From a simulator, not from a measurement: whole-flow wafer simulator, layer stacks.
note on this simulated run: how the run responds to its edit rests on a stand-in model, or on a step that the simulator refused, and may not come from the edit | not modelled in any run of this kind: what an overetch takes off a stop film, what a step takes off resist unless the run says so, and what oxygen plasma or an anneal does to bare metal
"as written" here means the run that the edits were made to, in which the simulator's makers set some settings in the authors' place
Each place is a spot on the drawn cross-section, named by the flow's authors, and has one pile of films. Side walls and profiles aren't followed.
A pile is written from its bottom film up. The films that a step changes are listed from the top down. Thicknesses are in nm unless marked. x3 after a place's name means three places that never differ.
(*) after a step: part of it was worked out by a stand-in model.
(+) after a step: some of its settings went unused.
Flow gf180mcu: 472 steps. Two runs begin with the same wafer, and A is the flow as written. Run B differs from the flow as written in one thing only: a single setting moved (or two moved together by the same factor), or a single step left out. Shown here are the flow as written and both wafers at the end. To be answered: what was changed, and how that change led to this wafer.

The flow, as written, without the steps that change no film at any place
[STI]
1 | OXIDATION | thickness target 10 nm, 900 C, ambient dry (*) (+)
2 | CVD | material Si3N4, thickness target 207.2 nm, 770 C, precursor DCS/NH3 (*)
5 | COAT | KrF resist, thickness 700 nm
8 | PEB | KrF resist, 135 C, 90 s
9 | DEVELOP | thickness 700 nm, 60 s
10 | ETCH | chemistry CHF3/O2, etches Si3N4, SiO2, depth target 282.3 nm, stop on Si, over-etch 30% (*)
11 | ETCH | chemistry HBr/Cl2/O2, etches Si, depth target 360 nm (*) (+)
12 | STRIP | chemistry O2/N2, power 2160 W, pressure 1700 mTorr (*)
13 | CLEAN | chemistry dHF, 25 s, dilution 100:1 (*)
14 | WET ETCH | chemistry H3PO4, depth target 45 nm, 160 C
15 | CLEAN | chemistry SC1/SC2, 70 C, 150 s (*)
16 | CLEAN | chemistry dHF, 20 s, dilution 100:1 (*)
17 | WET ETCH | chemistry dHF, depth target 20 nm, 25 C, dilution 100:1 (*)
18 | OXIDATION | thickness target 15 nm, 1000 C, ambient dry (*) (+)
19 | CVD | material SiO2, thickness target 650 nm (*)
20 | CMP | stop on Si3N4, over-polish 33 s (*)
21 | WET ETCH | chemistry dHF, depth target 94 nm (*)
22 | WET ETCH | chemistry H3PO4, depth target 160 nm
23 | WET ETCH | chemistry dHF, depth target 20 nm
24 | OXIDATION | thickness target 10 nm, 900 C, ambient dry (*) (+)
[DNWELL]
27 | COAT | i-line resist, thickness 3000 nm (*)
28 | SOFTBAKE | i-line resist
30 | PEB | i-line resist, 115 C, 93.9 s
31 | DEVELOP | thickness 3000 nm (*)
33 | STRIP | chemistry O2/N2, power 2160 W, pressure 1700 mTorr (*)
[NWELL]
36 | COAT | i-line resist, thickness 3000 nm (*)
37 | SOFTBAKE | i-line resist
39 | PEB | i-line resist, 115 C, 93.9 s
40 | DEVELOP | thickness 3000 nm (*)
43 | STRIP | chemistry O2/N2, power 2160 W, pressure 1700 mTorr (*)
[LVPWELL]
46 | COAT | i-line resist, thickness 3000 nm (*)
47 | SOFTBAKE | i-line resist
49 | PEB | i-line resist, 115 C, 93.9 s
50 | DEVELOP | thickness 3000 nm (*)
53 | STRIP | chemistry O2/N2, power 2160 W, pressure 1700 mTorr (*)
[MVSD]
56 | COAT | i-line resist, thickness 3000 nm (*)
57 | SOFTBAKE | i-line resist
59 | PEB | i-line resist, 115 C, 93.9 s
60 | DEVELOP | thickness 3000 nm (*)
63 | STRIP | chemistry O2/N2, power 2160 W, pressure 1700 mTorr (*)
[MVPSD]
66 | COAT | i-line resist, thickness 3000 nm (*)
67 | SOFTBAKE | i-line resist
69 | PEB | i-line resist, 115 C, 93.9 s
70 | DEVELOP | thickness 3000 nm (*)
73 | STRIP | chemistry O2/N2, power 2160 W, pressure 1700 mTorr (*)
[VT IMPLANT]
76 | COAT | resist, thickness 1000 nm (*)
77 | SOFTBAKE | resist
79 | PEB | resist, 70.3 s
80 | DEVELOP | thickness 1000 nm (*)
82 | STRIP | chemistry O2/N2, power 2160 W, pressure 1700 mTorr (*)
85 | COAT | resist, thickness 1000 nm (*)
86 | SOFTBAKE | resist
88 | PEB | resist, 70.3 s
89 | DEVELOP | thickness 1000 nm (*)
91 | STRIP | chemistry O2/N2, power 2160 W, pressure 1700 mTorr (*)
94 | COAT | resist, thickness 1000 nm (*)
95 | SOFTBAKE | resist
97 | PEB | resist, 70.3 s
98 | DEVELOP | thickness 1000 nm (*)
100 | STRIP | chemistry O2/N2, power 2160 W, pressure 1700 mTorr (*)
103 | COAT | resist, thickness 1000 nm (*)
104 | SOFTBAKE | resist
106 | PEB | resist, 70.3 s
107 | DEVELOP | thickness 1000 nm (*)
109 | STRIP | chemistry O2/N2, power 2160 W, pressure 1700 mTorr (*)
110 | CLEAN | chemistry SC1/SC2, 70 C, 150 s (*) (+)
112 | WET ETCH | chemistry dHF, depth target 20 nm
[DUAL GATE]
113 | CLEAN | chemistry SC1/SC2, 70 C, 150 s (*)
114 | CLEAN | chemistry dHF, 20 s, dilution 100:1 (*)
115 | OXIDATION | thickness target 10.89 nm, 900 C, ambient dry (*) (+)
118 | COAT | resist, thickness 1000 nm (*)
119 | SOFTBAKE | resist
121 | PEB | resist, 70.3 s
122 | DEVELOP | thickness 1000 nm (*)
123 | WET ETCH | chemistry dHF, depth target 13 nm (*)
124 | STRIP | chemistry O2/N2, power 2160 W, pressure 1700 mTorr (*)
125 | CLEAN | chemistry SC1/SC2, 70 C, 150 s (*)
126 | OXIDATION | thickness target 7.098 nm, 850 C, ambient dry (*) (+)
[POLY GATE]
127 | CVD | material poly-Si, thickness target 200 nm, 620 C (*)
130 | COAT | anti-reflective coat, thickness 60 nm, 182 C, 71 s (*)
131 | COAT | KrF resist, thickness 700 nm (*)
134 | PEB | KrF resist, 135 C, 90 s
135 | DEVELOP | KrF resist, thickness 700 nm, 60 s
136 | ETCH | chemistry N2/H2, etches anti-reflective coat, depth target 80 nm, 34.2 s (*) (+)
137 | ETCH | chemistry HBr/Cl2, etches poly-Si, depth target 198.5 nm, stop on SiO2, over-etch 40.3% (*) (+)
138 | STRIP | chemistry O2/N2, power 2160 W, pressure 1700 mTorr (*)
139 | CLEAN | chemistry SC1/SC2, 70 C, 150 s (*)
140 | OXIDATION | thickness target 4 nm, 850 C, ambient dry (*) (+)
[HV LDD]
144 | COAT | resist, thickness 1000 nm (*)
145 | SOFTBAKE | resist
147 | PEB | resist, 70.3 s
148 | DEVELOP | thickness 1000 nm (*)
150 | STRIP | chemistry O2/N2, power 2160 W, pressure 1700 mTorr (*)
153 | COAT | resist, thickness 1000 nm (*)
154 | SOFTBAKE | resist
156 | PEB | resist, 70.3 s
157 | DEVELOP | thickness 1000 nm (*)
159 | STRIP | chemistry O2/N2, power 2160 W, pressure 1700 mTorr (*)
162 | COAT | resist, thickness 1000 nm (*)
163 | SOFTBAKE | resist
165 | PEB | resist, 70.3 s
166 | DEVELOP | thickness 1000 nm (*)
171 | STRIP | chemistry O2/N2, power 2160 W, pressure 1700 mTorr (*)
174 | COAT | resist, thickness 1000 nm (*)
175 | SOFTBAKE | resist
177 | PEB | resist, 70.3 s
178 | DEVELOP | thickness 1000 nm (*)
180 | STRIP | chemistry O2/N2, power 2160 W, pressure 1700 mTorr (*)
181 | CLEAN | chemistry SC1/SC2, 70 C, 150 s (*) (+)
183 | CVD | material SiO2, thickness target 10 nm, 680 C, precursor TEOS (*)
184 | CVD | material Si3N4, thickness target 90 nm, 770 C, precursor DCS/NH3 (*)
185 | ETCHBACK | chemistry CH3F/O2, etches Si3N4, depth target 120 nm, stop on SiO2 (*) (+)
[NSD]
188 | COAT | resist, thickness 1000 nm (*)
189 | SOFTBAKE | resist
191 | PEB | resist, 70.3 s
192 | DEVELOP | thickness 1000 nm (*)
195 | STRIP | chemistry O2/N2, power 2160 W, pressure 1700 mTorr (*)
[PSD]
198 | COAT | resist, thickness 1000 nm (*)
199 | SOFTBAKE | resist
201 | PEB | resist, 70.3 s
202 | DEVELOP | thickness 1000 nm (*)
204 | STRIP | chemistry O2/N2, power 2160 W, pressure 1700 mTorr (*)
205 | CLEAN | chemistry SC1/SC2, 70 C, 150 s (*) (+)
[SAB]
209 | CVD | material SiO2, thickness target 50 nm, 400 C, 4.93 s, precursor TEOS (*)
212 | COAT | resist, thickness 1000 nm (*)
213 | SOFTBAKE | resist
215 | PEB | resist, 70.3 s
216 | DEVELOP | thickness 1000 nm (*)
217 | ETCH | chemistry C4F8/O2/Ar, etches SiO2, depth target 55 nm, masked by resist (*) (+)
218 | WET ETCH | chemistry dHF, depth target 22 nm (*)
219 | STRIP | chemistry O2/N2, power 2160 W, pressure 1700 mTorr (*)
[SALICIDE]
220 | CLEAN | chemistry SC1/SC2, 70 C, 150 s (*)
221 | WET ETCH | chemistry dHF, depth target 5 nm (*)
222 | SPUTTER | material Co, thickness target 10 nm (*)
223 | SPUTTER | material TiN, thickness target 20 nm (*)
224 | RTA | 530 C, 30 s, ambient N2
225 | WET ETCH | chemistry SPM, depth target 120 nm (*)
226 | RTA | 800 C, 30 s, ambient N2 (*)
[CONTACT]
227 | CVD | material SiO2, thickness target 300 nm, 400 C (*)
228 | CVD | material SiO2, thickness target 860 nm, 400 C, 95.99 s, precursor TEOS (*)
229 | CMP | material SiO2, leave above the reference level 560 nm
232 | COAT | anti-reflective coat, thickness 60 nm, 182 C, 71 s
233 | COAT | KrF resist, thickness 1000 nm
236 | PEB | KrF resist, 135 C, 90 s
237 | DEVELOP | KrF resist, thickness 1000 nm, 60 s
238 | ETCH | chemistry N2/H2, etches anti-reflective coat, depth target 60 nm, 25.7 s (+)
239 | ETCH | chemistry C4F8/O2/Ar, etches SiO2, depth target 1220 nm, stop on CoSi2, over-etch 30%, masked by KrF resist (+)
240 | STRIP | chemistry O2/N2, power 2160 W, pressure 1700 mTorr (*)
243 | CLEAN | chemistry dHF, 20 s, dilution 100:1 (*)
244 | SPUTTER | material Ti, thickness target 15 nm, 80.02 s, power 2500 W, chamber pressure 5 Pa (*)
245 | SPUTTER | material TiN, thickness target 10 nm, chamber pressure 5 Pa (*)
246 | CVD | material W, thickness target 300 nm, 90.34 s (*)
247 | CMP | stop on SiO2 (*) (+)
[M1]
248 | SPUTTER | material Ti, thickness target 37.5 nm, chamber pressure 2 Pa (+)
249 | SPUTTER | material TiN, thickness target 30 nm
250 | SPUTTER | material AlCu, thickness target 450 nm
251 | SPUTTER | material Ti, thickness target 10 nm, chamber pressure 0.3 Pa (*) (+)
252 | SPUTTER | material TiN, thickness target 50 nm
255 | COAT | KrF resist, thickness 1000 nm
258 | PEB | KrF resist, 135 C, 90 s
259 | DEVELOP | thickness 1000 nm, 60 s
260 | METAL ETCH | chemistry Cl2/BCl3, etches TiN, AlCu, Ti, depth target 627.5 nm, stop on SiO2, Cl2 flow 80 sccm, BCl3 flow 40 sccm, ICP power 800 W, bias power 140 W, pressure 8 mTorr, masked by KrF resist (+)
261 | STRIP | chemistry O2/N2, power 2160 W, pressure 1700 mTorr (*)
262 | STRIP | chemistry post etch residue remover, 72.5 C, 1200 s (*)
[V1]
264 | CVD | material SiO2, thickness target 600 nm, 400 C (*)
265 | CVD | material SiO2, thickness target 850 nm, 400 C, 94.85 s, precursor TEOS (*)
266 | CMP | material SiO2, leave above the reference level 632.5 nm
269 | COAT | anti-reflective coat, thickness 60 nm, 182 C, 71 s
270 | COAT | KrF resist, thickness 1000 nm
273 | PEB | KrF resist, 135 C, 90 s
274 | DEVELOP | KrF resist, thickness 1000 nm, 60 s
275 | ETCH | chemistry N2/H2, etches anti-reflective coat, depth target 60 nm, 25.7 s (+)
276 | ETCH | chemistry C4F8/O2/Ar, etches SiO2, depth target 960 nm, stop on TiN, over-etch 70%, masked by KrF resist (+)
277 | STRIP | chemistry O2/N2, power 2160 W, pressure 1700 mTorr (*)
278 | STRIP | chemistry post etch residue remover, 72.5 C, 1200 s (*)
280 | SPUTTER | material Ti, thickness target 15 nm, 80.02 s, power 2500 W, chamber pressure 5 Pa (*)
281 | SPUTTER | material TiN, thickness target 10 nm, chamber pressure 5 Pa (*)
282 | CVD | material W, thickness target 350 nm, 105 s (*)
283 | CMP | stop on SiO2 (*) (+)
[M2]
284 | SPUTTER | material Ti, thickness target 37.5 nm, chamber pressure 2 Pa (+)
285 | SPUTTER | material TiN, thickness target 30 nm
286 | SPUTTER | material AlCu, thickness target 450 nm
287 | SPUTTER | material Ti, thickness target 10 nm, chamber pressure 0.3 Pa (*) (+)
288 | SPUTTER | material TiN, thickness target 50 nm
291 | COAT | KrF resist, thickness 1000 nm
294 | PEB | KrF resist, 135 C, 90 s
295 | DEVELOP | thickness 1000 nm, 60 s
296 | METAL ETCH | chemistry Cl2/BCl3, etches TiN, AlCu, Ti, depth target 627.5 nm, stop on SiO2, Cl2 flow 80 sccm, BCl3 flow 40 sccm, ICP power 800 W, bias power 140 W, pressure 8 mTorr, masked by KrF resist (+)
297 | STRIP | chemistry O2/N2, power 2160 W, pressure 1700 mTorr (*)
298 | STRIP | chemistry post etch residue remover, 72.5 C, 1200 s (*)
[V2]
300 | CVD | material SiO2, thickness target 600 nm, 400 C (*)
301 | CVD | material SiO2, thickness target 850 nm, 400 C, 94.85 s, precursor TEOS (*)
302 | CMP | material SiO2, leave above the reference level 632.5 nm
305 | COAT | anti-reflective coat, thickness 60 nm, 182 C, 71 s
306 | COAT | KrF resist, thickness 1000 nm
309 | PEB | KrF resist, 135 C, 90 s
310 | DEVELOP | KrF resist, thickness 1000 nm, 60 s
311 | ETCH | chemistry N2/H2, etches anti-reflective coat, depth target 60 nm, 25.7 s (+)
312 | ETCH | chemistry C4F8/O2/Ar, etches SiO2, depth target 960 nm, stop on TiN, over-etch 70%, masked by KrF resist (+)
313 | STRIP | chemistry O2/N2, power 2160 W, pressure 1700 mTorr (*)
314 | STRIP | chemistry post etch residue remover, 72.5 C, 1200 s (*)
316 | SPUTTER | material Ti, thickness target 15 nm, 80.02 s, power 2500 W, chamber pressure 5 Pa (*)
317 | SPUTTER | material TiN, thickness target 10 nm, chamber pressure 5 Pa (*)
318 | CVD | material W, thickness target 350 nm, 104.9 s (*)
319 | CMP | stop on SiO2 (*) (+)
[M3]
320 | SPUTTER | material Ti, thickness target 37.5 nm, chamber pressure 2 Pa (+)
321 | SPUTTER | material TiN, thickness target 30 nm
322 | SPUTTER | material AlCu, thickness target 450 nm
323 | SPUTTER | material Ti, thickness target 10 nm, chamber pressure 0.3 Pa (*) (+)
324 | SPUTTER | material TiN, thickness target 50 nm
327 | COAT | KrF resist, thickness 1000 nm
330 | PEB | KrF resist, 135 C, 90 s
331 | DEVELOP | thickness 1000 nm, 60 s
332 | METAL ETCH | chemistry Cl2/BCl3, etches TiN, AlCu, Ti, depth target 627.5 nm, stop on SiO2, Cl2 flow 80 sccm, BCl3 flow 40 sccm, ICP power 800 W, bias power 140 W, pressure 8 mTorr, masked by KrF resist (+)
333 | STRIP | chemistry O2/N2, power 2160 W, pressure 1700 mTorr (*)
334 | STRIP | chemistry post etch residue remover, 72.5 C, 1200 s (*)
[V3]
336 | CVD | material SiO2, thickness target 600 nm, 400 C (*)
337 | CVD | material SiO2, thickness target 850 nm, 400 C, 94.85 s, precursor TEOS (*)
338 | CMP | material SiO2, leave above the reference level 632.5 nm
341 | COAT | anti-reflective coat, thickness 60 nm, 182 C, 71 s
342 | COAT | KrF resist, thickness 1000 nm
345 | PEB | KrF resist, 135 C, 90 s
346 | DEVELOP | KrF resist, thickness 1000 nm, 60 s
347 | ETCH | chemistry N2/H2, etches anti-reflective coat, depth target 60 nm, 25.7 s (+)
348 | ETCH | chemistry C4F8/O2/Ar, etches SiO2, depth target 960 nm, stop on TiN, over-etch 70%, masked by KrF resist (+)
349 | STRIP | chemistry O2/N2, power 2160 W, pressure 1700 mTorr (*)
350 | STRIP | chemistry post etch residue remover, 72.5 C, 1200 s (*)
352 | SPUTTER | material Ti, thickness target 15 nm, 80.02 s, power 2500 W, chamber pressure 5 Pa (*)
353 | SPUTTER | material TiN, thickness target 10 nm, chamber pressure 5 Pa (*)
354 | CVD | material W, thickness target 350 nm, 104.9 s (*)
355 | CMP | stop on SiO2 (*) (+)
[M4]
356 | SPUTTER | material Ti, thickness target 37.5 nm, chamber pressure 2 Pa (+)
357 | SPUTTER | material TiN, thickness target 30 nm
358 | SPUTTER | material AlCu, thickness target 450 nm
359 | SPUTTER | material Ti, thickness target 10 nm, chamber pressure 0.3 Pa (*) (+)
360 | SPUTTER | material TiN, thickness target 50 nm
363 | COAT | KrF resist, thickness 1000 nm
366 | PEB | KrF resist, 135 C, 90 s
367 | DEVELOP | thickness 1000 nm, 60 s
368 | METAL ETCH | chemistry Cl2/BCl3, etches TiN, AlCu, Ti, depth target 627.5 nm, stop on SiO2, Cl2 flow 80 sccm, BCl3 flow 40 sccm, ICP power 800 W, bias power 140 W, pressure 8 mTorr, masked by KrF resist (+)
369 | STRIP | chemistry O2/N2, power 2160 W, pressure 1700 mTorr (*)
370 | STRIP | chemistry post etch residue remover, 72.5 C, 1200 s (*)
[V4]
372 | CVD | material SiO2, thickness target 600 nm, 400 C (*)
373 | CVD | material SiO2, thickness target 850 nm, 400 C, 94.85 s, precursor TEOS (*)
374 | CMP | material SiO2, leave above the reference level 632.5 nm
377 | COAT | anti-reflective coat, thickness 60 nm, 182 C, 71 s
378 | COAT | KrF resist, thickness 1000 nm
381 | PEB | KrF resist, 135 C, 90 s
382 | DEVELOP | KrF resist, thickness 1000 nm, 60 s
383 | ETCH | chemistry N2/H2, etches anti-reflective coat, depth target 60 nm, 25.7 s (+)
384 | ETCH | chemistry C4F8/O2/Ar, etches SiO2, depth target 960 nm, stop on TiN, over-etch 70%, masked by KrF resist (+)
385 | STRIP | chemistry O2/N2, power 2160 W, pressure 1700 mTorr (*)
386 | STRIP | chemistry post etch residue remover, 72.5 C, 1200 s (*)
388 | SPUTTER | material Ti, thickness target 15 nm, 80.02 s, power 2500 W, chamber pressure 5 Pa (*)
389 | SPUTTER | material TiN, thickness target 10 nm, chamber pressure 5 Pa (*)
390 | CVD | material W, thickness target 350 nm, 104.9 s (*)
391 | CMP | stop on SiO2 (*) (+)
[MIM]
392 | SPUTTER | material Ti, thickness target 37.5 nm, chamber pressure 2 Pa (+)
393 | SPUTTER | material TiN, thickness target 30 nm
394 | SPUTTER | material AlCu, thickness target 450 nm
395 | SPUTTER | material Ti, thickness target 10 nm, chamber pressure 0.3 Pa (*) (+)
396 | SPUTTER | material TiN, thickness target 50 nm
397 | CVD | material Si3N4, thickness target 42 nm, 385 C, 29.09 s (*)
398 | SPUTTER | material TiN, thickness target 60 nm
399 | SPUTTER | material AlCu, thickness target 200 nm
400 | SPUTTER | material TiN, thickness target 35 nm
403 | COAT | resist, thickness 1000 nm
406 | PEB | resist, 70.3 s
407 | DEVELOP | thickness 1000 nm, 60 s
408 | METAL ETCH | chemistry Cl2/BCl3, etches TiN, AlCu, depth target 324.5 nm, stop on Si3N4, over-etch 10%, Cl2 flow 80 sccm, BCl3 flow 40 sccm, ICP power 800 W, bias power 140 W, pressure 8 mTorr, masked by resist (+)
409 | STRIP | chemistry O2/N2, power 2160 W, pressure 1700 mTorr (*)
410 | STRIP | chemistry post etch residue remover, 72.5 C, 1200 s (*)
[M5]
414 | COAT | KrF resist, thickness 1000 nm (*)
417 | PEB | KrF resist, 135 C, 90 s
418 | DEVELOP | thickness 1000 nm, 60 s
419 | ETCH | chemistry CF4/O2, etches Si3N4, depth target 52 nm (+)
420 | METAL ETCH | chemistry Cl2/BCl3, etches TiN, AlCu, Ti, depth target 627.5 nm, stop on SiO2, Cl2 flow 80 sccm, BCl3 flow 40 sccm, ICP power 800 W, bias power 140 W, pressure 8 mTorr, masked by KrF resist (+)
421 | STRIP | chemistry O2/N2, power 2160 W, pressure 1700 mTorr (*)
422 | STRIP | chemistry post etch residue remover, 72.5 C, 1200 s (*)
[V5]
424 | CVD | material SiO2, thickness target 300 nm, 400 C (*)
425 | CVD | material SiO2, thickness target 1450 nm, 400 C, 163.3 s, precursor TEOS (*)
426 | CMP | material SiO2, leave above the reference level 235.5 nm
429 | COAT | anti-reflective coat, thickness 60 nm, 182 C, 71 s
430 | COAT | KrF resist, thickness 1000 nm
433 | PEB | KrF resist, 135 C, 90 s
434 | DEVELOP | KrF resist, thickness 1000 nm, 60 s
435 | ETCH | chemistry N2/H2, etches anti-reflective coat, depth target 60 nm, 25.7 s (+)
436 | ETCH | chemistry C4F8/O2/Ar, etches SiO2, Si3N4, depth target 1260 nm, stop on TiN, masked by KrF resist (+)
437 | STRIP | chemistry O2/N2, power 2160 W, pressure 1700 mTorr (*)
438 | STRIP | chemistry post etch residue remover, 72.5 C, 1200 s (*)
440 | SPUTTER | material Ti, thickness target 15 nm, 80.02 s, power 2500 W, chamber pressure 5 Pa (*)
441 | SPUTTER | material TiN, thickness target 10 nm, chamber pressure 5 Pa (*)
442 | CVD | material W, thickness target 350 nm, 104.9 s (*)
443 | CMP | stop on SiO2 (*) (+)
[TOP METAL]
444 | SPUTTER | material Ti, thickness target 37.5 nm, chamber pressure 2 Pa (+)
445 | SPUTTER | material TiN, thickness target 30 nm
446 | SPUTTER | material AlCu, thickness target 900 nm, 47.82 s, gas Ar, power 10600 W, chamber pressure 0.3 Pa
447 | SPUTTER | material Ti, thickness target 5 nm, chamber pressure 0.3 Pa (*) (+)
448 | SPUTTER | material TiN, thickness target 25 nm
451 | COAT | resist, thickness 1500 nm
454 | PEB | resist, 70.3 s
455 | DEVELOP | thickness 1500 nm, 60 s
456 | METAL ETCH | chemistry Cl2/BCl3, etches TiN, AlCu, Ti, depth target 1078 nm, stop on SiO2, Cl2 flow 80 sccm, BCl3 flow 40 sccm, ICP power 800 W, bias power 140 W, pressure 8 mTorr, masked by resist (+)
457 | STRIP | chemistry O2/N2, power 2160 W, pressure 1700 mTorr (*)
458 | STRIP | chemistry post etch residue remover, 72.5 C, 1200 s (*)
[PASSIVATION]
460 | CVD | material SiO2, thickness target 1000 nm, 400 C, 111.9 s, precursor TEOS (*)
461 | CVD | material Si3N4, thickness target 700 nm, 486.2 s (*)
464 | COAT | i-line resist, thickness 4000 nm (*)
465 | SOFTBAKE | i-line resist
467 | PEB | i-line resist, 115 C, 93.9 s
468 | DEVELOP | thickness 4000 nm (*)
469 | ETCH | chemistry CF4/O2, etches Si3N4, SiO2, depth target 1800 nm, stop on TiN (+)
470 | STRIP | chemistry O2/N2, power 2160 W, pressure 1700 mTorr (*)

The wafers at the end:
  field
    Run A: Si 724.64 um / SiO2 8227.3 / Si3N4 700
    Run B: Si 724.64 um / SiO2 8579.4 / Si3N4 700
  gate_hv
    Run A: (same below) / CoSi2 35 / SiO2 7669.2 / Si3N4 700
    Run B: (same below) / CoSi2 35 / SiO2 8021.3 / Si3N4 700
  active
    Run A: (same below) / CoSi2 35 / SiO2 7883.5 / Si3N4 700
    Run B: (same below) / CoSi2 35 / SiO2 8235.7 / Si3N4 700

Cause: step 266, CMP: leave above the reference level 986.7 nm was run, while the flow as written has leave above the reference level 632.5 nm.

The path from the change to this, step by step:
  266 | CMP | material SiO2, leave above the reference level 632.5 nm
      field, field__w1, field__w2 and 99 more: A SiO2 loses 300 | B nothing
      field__w8, contact, m1 and 6 more: A SiO2 loses 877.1 | B SiO2 loses 522.9
  269 | COAT | anti-reflective coat, thickness 60 nm, 182 C, 71 s
      field: A anti-reflective coat gains 60 (new film) | B anti-reflective coat gains 81.7 (new film)
      field__w8: A anti-reflective coat gains 60 (new film) | B anti-reflective coat gains 30.4 (new film)
      (as well as at 13 more places)
  270 | COAT | KrF resist, thickness 1000 nm
      m1: A KrF resist gains 1000 (new film) | B KrF resist gains 979.3 (new film)
      m1_nw: A KrF resist gains 1000 (new film) | B KrF resist gains 977.5 (new film)
  275 | ETCH | chemistry N2/H2, etches anti-reflective coat, depth target 60 nm, 25.7 s (+)
      contact: A anti-reflective coat loses 60 (all of it), SiO2 loses 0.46 | B anti-reflective coat loses 33.2 (all of it), SiO2 loses 1.15
  276 | ETCH | chemistry C4F8/O2/Ar, etches SiO2, depth target 960 nm, stop on TiN, over-etch 70%, masked by KrF resist (+)
      contact: A SiO2 loses 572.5 (all of it) | B SiO2 loses 926 (all of it)
  277 | STRIP | chemistry O2/N2, power 2160 W, pressure 1700 mTorr (*)
      field: A KrF resist loses 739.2 (all of it), anti-reflective coat loses 60 (all of it) | B KrF resist loses 728.9 (all of it), anti-reflective coat loses 81.7 (all of it)
      field__w8: A KrF resist loses 739.2 (all of it), anti-reflective coat loses 60 (all of it) | B KrF resist loses 733.5 (all of it), anti-reflective coat loses 30.4 (all of it)
      (as well as at 12 more places)
  280 | SPUTTER | material Ti, thickness target 15 nm, 80.02 s, power 2500 W, chamber pressure 5 Pa (*)
      contact: A Ti gains 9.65 (new film) | B Ti gains 8.11 (new film)
  281 | SPUTTER | material TiN, thickness target 10 nm, chamber pressure 5 Pa (*)
      contact: A TiN gains 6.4 (new film) | B TiN gains 5.38 (new film)
  282 | CVD | material W, thickness target 350 nm, 105 s (*)
      contact: A W gains 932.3 (new film) | B W gains 1234.8 (new film)
  283 | CMP | stop on SiO2 (*) (+)
      m1, m1__w1, polyc_n, polyc_n_rim, polyc_p, polyc_p_rim, m1_nw: A W loses 350 (all of it), TiN loses 10 (all of it), Ti loses 15 (all of it), SiO2 loses 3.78 | B W loses 350 (all of it), TiN loses 10 (all of it), Ti loses 15 (all of it), SiO2 loses 5.83
      field__w8: A W loses 350 (all of it), TiN loses 10 (all of it), Ti loses 15 (all of it), SiO2 loses 3.78 | B W loses 350 (all of it), TiN loses 10 (all of it), Ti loses 15 (all of it), SiO2 loses 5.84
  291 | COAT | KrF resist, thickness 1000 nm
      field__w8: A KrF resist gains 1000 (new film) | B KrF resist gains 957.5 (new film)
      m1: A KrF resist gains 1000 (new film) | B KrF resist gains 956.7 (new film)
      (as well as at 6 more places)
  295 | DEVELOP | thickness 1000 nm, 60 s
      polyc_n: A KrF resist loses 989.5 (all of it) | B KrF resist loses 949.1 (all of it)
      polyc_n_rim: A KrF resist loses 989.5 (all of it) | B KrF resist loses 948.1 (all of it)
      (as well as at 2 more places)
  297 | STRIP | chemistry O2/N2, power 2160 W, pressure 1700 mTorr (*)
      field__w8: A KrF resist loses 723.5 (all of it) | B KrF resist loses 681.5 (all of it)
      m1: A KrF resist loses 723.5 (all of it) | B KrF resist loses 680.6 (all of it)
      (as well as at 2 more places)
  302 | CMP | material SiO2, leave above the reference level 632.5 nm
      field, field__w1, field__w2 and 99 more: A SiO2 loses 300 | B SiO2 loses 247.8
      contact: A SiO2 loses 877.1 | B SiO2 loses 824.9
  312 | ETCH | chemistry C4F8/O2/Ar, etches SiO2, depth target 960 nm, stop on TiN, over-etch 70%, masked by KrF resist (+)
      contact: A SiO2 loses 572.5 (all of it) | B SiO2 loses 624.6 (all of it)
  318 | CVD | material W, thickness target 350 nm, 104.9 s (*)
      contact: A W gains 932.3 (new film) | B W gains 984.7 (new film)
